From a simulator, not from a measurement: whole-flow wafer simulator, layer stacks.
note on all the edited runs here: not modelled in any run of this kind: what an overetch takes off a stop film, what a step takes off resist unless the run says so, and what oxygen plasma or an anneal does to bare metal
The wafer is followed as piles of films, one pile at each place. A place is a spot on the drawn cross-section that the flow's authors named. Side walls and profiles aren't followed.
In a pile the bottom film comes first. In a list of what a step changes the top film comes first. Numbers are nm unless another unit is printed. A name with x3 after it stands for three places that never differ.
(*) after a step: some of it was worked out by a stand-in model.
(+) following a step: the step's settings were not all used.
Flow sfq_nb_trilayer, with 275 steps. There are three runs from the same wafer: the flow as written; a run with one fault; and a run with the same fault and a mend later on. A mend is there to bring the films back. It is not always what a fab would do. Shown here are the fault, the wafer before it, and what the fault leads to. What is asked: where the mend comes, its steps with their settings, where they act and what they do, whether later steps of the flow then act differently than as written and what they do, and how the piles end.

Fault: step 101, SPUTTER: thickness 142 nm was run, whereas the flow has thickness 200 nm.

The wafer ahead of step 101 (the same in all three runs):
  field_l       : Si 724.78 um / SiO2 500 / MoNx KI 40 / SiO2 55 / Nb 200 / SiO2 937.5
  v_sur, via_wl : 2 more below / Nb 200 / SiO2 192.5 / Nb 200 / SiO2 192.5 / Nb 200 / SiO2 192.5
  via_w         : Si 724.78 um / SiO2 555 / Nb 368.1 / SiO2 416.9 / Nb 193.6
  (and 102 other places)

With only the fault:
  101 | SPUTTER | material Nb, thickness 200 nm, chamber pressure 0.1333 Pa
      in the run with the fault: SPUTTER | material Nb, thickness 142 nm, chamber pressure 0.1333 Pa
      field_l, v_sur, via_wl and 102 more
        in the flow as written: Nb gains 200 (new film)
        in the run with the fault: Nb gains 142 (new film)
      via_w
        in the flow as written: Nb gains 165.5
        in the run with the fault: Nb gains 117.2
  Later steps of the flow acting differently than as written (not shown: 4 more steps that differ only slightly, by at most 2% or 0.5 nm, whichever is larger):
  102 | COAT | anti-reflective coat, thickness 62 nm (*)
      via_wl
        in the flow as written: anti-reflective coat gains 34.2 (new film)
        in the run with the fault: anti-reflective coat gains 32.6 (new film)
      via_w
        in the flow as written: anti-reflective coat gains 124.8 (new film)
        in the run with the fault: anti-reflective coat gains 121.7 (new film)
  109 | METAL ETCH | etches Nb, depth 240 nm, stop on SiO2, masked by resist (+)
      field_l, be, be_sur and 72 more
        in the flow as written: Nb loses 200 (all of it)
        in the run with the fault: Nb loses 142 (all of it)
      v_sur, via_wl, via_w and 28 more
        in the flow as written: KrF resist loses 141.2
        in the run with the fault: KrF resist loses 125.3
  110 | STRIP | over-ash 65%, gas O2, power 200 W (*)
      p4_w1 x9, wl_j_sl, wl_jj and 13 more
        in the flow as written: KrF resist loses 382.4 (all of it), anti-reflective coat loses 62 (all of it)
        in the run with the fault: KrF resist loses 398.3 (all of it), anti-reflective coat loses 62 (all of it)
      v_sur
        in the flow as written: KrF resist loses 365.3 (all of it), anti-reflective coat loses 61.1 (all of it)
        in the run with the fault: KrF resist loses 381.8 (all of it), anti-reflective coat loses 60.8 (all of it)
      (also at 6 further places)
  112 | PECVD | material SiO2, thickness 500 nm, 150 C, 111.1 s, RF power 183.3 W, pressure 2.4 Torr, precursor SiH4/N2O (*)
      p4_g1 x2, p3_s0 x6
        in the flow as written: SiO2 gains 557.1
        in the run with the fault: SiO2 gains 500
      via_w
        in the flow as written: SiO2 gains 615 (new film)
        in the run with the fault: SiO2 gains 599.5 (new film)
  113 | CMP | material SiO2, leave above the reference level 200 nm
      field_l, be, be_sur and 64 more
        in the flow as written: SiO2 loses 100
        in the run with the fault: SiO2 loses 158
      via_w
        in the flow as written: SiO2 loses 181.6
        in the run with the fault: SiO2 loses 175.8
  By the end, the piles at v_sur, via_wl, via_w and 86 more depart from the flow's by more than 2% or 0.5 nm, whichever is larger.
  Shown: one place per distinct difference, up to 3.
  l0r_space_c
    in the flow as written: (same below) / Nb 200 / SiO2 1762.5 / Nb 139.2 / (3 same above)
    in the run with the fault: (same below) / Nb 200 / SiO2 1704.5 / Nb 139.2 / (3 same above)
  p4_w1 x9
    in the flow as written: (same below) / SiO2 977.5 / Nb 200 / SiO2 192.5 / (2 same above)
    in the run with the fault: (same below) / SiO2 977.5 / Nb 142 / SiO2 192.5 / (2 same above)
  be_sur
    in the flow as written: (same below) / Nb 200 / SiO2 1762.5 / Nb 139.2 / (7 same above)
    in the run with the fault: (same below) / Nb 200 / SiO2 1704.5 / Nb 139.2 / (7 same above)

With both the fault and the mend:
  The mend stands after step 101.
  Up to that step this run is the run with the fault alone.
  101a | SPUTTER | material Nb, thickness 58 nm, chamber pressure 0.1333 Pa (the flow's step 101 again, with other settings)
      field_l, v_sur, via_wl and 102 more
        Nb gains 58
      via_w
        Nb gains 45.4
  Later steps of the flow that are run all act as written at every place that is followed, up to a difference of at most 2% or 0.5 nm, whichever is larger.
  The piles end only slightly different from the flow's at the places that both follow, by no more than 2% or 0.5 nm, whichever is larger.
